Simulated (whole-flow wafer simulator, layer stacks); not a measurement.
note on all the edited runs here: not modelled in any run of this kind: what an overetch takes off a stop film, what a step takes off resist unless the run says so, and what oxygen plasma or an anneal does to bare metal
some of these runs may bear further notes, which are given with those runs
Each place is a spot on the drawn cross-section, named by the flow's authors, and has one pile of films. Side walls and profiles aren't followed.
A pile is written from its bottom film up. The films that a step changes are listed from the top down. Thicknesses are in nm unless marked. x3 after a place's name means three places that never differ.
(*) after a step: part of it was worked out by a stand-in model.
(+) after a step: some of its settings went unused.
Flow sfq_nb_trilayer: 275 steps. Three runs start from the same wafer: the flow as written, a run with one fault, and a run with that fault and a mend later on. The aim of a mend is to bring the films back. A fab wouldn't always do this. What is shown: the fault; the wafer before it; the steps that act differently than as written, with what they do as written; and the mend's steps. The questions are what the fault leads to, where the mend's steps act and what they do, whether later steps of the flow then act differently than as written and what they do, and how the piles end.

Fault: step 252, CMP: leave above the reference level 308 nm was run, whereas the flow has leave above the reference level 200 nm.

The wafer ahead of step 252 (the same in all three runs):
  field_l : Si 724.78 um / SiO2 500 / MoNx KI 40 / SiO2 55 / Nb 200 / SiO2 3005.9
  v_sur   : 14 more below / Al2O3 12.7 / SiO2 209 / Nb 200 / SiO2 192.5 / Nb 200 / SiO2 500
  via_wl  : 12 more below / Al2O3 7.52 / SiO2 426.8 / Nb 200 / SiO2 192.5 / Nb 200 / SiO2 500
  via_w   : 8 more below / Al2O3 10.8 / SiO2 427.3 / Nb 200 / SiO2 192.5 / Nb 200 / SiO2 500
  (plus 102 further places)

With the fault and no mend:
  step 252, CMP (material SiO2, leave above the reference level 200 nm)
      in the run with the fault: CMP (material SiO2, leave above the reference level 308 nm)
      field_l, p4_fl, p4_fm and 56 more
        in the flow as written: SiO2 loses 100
        in the run with the fault: nothing
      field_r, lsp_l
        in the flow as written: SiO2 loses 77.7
        in the run with the fault: nothing
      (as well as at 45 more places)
  Later steps of the flow acting differently than as written (5 other steps are not shown; they differ only slightly, by no more than 2% or 0.5 nm, whichever is larger):
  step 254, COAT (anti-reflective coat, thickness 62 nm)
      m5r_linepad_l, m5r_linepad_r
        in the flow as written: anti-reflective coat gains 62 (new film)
        in the run with the fault: anti-reflective coat gains 65.4 (new film)
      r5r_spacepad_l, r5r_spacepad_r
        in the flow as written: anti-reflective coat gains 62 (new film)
        in the run with the fault: anti-reflective coat gains 65.5 (new film)
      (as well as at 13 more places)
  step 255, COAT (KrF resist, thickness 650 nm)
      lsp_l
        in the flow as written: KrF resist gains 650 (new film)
        in the run with the fault: KrF resist gains 663.3 (new film)
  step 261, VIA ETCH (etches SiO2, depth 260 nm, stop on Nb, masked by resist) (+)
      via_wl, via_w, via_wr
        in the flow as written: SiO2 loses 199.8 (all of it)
        in the run with the fault: SiO2 loses 260
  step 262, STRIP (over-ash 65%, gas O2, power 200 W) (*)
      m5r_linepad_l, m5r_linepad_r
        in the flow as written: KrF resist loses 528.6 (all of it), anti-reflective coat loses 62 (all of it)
        in the run with the fault: KrF resist loses 527.5 (all of it), anti-reflective coat loses 65.4 (all of it)
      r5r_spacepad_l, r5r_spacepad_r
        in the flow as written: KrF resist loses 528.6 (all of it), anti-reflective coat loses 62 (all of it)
        in the run with the fault: KrF resist loses 527.8 (all of it), anti-reflective coat loses 65.5 (all of it)
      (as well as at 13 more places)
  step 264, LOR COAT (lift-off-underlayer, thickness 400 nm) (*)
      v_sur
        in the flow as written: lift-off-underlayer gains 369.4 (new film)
        in the run with the fault: lift-off-underlayer gains 359.4 (new film)
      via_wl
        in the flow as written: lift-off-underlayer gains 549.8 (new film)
        in the run with the fault: lift-off-underlayer gains 592.1 (new film)
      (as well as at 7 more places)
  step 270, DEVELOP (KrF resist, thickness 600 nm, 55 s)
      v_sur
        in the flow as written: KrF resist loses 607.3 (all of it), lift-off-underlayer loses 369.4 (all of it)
        in the run with the fault: KrF resist loses 607.7 (all of it), lift-off-underlayer loses 359.4 (all of it)
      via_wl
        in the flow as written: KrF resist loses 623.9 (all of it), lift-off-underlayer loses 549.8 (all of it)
        in the run with the fault: KrF resist loses 631.3 (all of it), lift-off-underlayer loses 592.1 (all of it)
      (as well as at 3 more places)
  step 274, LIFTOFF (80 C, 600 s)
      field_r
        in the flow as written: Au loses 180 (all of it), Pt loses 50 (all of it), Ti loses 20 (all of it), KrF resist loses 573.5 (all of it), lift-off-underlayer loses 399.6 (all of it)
        in the run with the fault: Au loses 180 (all of it), Pt loses 50 (all of it), Ti loses 20 (all of it), KrF resist loses 576.8 (all of it), lift-off-underlayer loses 419.1 (all of it)
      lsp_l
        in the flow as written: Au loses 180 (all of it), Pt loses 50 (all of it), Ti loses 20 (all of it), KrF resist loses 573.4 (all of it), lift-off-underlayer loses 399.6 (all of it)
        in the run with the fault: Au loses 180 (all of it), Pt loses 50 (all of it), Ti loses 20 (all of it), KrF resist loses 577.5 (all of it), lift-off-underlayer loses 418 (all of it)
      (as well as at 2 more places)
  By the end, the piles at field_l, v_sur, via_wl and 103 more depart from the flow's by more than 2% or 0.5 nm, whichever is larger.
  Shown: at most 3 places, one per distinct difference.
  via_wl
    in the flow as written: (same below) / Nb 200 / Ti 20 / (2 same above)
    in the run with the fault: (same below) / Nb 200 / SiO2 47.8 / Ti 20 / (2 same above)
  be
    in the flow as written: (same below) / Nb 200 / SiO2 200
    in the run with the fault: (same below) / Nb 200 / SiO2 308
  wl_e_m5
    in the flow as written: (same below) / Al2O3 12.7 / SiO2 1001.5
    in the run with the fault: (same below) / Al2O3 12.7 / SiO2 1101.5

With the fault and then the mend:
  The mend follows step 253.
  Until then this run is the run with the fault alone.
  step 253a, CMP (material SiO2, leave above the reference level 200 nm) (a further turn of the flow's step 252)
      field_l, p4_fl, p4_fm and 56 more
        SiO2 loses 100
      v_sur, via_wl, via_w and 40 more
        SiO2 loses 108
      field_r, lsp_l
        SiO2 loses 77.7
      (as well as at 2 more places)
  Every later step of the flow that is run acts as written at every place that is followed.
  The piles end the same as the flow's at every place that both follow.
